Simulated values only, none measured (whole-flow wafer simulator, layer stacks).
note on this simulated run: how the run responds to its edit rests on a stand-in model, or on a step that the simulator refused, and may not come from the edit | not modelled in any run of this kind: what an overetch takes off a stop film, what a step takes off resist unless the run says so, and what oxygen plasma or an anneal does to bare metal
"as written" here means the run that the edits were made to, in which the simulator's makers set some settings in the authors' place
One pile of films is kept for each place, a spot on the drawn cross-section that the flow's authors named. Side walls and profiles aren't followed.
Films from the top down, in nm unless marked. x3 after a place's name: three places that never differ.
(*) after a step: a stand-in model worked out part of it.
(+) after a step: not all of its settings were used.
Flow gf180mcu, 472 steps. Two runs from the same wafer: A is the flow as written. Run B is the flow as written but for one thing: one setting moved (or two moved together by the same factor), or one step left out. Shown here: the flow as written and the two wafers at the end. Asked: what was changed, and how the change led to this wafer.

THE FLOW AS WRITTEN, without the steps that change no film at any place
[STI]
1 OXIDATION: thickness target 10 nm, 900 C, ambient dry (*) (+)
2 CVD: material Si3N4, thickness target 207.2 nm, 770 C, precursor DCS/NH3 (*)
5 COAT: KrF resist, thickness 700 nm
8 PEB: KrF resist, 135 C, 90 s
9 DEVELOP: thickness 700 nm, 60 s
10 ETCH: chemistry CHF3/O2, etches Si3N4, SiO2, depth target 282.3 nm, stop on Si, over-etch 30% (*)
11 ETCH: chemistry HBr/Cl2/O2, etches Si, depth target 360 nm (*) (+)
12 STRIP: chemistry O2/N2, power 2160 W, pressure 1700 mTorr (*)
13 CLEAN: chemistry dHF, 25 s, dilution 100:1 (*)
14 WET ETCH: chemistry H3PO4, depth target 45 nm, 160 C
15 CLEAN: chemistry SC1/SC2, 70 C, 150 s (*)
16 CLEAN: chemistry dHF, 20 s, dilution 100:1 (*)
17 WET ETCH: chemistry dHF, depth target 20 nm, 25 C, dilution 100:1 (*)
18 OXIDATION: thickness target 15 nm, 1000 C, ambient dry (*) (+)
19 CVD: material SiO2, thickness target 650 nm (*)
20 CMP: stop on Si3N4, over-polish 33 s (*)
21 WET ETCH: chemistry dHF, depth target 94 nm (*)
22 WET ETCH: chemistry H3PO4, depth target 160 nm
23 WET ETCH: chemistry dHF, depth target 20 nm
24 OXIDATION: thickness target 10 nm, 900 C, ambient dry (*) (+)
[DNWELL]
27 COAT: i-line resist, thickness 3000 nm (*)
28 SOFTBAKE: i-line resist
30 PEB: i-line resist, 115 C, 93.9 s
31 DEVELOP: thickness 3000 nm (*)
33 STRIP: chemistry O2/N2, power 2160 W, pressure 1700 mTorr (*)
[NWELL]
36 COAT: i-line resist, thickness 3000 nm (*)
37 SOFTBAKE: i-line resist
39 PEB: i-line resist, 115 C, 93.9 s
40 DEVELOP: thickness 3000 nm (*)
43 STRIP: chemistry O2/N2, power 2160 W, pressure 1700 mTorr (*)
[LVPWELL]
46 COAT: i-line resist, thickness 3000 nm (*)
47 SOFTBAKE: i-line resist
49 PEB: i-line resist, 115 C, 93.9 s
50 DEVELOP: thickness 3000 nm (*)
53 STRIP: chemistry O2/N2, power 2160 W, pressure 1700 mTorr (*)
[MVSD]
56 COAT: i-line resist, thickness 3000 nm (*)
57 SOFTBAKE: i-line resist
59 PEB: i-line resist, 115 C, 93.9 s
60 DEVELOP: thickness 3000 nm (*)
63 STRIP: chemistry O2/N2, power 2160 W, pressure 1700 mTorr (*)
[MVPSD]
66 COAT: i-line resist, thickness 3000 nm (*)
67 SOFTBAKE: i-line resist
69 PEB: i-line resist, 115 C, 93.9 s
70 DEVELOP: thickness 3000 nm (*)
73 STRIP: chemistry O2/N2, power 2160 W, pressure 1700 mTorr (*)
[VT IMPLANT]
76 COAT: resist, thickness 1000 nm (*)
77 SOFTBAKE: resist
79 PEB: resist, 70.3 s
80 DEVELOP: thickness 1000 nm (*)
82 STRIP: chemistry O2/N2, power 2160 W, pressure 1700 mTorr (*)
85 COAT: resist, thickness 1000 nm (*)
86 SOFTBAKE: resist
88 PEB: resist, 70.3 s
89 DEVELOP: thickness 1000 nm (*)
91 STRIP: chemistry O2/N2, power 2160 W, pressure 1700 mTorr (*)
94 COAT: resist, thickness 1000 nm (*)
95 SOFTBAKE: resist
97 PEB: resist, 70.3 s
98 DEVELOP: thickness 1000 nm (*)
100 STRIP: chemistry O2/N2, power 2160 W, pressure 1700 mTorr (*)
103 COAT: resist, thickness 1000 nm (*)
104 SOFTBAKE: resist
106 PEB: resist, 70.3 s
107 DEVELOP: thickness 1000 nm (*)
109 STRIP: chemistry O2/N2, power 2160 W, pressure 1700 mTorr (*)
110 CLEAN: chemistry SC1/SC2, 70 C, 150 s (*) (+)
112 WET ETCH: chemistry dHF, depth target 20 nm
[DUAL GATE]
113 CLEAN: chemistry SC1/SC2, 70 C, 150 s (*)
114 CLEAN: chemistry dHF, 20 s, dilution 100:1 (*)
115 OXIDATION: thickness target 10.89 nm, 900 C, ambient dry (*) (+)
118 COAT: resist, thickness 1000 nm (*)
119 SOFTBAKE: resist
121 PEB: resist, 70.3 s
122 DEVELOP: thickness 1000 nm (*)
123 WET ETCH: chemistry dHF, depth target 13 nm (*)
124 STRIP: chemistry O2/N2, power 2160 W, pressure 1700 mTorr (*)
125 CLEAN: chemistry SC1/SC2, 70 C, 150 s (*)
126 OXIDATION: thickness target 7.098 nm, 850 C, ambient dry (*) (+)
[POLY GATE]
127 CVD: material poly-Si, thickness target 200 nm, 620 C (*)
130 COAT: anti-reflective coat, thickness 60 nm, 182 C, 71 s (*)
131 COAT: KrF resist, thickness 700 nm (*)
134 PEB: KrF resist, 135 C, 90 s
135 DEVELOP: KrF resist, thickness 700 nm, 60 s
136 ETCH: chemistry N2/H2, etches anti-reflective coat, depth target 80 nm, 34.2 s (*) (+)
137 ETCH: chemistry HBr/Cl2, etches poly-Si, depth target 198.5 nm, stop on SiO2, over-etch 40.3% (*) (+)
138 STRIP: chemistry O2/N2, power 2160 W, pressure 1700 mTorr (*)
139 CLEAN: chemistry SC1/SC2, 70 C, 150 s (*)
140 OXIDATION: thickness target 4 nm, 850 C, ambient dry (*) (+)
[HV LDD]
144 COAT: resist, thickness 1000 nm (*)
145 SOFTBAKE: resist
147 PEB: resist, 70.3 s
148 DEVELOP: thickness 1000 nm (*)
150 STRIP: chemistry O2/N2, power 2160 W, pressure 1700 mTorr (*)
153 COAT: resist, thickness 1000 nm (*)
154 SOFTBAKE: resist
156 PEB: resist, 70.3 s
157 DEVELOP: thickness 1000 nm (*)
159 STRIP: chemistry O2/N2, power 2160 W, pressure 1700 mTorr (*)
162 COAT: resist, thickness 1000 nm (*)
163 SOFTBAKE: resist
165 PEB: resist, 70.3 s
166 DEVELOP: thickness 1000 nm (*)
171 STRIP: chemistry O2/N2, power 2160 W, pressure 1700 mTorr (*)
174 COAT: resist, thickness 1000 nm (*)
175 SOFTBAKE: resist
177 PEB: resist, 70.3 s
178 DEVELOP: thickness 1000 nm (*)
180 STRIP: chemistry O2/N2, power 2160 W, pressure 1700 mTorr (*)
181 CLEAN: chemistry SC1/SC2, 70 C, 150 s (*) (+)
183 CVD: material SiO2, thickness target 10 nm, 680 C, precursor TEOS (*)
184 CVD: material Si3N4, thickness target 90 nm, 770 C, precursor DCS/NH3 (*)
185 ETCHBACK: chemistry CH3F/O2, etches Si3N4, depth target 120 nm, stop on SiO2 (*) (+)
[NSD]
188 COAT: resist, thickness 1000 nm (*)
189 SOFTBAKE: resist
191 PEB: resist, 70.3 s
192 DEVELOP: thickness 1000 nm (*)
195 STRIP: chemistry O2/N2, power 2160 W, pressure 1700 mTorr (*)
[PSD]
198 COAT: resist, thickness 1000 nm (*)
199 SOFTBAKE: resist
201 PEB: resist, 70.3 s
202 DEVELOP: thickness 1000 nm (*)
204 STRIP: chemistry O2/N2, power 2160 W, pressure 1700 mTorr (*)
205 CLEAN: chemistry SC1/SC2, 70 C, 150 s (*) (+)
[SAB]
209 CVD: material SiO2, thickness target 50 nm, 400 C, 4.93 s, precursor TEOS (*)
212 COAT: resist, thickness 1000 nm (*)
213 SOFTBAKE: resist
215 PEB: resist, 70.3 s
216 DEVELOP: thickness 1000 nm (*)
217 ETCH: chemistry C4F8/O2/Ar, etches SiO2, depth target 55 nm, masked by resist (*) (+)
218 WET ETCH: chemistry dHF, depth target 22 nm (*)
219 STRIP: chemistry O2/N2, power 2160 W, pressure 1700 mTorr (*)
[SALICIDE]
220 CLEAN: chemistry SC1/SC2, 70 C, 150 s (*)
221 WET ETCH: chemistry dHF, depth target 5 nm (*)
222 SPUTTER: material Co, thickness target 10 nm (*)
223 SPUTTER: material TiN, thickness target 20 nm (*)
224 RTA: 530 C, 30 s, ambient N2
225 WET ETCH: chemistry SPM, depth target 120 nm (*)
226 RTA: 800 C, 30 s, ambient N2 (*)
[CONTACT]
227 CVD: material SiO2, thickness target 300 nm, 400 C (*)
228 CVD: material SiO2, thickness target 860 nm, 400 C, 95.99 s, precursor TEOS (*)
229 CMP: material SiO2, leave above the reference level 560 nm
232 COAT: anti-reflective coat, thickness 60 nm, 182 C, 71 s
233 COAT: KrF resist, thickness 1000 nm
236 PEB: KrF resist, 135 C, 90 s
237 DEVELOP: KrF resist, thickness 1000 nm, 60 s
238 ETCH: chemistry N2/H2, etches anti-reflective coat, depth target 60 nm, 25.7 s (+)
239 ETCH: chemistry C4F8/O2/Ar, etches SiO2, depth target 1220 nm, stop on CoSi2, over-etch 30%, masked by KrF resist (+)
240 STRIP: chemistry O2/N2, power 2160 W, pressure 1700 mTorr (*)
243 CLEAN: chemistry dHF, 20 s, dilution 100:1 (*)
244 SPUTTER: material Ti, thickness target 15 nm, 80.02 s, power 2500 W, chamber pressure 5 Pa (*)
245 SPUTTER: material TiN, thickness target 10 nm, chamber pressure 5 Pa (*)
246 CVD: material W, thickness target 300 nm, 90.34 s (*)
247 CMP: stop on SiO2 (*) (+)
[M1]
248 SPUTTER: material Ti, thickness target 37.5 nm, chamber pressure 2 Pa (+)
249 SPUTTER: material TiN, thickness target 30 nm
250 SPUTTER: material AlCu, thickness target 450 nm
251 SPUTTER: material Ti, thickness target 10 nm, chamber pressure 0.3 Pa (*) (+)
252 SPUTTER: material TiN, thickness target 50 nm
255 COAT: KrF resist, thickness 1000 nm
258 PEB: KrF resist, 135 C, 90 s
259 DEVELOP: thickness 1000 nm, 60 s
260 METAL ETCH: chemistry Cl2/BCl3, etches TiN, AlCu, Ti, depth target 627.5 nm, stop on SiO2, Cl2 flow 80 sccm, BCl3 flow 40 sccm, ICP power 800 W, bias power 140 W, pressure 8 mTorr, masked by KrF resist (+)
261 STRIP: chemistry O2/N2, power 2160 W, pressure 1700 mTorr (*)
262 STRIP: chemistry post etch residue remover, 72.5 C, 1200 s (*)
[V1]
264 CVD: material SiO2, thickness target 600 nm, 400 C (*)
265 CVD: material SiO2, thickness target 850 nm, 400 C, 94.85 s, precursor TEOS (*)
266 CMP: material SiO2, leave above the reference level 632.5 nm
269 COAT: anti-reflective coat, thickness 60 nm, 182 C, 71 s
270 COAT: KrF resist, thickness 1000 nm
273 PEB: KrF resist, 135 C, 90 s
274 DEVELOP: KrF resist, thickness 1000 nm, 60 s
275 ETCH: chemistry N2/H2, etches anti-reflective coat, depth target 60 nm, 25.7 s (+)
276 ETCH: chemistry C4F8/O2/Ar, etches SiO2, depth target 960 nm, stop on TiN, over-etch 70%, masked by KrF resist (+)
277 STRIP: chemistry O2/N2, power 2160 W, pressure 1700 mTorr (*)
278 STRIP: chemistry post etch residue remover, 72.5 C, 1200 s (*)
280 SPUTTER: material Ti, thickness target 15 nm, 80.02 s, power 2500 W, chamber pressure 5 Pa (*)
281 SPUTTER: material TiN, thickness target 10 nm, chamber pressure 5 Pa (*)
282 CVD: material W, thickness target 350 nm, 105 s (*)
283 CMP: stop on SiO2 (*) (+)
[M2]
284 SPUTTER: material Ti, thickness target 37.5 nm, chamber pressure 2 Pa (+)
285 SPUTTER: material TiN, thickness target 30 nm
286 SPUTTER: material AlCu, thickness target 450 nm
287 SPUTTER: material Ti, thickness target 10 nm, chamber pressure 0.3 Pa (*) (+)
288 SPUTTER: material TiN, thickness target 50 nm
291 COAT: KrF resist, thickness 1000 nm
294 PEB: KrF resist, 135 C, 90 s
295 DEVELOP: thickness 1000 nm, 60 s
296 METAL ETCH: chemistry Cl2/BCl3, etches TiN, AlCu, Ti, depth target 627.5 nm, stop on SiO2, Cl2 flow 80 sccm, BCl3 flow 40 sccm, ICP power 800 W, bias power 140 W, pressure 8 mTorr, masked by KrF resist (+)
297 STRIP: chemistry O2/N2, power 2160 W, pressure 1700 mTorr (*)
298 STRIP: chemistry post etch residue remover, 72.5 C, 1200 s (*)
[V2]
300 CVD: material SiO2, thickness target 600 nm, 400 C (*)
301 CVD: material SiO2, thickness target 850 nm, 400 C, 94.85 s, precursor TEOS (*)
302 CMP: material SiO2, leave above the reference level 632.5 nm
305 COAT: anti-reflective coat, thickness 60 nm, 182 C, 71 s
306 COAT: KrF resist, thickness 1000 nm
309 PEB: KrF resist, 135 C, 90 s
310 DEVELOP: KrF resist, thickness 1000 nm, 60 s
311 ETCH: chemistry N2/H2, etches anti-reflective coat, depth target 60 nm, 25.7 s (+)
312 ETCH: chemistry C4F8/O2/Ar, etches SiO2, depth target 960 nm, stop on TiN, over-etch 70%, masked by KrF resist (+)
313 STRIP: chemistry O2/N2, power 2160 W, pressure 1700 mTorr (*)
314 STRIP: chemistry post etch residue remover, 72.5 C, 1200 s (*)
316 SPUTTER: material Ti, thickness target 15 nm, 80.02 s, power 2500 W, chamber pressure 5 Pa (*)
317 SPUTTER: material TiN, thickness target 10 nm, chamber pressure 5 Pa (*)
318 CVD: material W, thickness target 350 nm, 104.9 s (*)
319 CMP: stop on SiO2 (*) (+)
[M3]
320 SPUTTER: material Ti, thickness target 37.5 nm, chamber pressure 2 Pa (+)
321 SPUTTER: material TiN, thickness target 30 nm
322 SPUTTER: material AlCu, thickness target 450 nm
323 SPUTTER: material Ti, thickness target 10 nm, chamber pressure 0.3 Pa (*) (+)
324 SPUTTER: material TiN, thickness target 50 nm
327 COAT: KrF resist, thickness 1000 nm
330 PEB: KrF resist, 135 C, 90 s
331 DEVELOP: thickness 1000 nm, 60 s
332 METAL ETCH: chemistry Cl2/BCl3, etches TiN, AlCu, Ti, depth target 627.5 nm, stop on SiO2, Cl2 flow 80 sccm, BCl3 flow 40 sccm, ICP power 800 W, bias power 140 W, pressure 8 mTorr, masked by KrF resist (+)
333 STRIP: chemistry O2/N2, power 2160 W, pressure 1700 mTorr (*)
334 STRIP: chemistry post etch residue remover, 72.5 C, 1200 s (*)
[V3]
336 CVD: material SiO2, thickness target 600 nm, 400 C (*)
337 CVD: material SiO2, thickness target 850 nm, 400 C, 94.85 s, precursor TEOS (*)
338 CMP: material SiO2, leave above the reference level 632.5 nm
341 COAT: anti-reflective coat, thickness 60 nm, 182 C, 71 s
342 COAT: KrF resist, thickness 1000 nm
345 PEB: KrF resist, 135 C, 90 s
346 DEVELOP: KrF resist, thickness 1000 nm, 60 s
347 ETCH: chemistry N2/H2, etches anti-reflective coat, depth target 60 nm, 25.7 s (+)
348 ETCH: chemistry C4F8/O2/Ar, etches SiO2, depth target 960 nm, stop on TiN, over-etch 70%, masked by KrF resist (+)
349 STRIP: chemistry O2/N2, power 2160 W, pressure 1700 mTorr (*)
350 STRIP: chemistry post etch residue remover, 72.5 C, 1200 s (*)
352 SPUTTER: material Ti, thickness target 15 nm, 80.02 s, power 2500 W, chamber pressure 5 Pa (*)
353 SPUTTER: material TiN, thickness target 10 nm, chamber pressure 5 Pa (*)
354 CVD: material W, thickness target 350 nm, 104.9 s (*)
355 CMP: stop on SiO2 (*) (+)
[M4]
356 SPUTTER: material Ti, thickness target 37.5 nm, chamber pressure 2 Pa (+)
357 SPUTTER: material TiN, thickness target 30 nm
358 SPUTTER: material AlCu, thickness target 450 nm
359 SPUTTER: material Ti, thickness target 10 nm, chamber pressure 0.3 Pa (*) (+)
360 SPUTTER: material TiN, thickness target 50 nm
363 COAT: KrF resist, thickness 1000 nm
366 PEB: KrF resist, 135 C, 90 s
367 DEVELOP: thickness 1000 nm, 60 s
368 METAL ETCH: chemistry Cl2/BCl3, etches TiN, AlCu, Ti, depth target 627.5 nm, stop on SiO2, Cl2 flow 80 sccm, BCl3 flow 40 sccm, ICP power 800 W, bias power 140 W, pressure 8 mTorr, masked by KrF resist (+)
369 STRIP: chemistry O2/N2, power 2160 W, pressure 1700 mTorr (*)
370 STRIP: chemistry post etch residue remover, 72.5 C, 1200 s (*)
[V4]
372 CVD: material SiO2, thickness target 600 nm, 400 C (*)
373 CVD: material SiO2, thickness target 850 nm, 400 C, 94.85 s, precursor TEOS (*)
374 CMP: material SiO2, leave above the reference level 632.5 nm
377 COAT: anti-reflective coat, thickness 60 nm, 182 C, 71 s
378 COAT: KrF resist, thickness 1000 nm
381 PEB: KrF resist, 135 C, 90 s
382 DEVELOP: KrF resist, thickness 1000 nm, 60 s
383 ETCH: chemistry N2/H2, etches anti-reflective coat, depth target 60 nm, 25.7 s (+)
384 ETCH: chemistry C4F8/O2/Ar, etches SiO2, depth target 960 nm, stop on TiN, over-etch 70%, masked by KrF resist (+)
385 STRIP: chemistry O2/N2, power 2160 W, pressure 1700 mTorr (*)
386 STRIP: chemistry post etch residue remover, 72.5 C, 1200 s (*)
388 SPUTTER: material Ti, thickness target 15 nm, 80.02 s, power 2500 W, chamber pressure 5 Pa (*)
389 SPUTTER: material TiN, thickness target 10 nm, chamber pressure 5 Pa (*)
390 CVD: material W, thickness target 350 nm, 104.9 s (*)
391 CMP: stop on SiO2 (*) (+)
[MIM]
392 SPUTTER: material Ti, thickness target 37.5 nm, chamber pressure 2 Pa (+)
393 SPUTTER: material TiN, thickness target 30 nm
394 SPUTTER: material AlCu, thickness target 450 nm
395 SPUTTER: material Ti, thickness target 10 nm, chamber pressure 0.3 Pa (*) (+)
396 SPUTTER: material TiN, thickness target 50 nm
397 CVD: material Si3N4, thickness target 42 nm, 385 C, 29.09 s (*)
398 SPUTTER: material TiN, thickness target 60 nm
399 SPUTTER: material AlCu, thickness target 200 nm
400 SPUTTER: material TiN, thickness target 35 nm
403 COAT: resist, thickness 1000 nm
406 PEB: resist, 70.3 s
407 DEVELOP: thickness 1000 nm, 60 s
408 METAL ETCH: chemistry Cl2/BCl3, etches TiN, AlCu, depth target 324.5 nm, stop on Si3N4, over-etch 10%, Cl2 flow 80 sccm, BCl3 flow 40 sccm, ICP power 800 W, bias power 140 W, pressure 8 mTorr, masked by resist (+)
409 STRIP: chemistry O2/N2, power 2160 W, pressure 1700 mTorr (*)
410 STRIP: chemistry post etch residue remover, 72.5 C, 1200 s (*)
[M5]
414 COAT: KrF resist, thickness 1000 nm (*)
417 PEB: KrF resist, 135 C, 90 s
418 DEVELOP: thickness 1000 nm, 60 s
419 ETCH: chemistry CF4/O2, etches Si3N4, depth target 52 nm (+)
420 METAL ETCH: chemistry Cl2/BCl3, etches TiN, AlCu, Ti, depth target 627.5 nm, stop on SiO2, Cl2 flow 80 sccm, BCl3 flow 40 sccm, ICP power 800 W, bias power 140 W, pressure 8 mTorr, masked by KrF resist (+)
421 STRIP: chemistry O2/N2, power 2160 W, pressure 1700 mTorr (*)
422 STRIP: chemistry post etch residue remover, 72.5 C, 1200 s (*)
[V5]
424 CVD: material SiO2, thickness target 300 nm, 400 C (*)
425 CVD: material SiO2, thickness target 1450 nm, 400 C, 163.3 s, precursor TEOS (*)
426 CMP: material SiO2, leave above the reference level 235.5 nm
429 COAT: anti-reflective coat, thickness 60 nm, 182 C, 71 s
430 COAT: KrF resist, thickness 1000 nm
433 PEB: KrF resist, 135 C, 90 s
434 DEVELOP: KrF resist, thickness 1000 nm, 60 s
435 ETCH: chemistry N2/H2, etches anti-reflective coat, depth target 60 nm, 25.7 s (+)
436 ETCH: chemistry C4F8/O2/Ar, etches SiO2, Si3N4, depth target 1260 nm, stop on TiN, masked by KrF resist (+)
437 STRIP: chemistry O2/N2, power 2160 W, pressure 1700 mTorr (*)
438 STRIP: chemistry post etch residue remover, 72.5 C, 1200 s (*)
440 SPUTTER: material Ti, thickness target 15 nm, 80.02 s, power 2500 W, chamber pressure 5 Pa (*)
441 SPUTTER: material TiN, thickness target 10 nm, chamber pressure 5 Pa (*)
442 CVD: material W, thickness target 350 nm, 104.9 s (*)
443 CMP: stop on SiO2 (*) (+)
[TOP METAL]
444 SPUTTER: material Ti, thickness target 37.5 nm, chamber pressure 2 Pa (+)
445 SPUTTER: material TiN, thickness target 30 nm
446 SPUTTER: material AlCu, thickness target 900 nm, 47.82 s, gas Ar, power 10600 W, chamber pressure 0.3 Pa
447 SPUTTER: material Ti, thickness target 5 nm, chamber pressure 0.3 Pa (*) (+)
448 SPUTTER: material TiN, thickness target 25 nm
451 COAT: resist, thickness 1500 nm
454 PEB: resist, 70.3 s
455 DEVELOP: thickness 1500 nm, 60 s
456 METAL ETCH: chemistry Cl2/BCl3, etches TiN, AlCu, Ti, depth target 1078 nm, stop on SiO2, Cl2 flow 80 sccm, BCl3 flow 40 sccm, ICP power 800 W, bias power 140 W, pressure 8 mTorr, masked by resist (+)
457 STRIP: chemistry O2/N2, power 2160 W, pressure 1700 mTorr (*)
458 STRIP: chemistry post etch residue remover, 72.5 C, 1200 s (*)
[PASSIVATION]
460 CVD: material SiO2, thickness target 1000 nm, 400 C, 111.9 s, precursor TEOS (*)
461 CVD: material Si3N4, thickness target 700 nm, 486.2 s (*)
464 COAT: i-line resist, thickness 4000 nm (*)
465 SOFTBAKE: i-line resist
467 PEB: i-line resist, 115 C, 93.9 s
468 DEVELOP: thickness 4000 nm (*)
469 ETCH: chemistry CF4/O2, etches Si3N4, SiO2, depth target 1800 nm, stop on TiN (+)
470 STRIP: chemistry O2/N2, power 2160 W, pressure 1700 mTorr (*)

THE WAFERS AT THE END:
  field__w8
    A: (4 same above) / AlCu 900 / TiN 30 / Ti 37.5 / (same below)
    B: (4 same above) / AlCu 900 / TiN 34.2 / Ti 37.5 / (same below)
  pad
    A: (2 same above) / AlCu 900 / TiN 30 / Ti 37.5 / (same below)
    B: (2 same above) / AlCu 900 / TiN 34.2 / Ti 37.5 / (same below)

The cause: step 445, SPUTTER: thickness target 34.2 nm was run, where the flow has thickness target 30 nm.
It can be read off the wafer: field__w8 has TiN 34.2, and step 445 as written asks for 30 nm.

How the change led to this, step by step:
  445 SPUTTER: material TiN, thickness target 30 nm
      field, field__w1, field__w2 and 109 more: A TiN +30 (new film) | B TiN +34.2 (new film)
  456 METAL ETCH: chemistry Cl2/BCl3, etches TiN, AlCu, Ti, depth target 1078 nm, stop on SiO2, Cl2 flow 80 sccm, BCl3 flow 40 sccm, ICP power 800 W, bias power 140 W, pressure 8 mTorr, masked by resist (+)
      field, field__w1, field__w2 and 103 more: A TiN -25 (all of it), Ti -5 (all of it), AlCu -900 (all of it), TiN -30 (all of it), Ti -37.5 (all of it) | B TiN -25 (all of it), Ti -5 (all of it), AlCu -900 (all of it), TiN -34.2 (all of it), Ti -37.5 (all of it)
  465 SOFTBAKE: i-line resist
      gate: A i-line resist +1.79 | B i-line resist -0.34
      ld_acc_p, ld_fp_p: A i-line resist +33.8 | B i-line resist +27
      (and at 58 more places)
